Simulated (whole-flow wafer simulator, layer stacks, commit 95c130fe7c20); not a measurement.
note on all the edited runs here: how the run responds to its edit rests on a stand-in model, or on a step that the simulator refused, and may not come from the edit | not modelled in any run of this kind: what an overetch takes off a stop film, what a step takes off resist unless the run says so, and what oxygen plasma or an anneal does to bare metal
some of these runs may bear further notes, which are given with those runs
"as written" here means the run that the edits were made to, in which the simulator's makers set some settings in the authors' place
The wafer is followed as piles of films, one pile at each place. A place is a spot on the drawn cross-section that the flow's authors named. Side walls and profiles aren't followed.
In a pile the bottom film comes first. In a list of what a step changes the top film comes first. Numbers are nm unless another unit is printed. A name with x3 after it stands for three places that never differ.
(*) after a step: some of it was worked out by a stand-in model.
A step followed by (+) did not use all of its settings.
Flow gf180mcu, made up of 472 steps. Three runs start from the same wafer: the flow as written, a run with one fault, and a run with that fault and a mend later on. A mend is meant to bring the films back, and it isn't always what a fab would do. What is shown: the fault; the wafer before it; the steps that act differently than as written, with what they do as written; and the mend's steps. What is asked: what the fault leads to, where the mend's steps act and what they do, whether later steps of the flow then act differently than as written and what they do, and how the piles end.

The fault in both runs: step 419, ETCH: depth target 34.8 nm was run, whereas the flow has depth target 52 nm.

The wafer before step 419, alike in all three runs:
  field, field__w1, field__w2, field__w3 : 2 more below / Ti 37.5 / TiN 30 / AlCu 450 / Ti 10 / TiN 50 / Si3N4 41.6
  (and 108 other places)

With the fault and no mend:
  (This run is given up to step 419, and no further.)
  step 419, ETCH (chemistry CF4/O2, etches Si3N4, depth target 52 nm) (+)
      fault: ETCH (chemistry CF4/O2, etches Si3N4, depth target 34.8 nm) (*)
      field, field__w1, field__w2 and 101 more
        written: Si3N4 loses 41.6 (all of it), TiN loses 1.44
        fault: Si3N4 loses 34.8
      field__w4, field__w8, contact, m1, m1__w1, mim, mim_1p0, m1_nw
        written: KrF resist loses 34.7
        fault: KrF resist loses 23.2
  Once step 419 is done, the piles at field, field__w1, field__w2 and 101 more depart from the flow's by more than 2% or 0.5 nm, whichever is larger.
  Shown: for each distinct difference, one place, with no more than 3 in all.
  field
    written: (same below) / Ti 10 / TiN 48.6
    fault: (same below) / Ti 10 / TiN 50 / Si3N4 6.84

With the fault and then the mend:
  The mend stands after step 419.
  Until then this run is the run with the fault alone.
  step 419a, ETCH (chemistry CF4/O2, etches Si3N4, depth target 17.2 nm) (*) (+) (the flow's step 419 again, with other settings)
      field, field__w1, field__w2 and 101 more
        Si3N4 loses 6.84 (all of it), TiN loses 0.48
      field__w4, field__w8, contact, m1, m1__w1, mim, mim_1p0, m1_nw
        KrF resist loses 6.84
  Later steps of the flow that are run all act as written at every place that is followed, up to a difference of at most 2% or 0.5 nm, whichever is larger.
  The piles end the same as the flow's at every place that both follow.
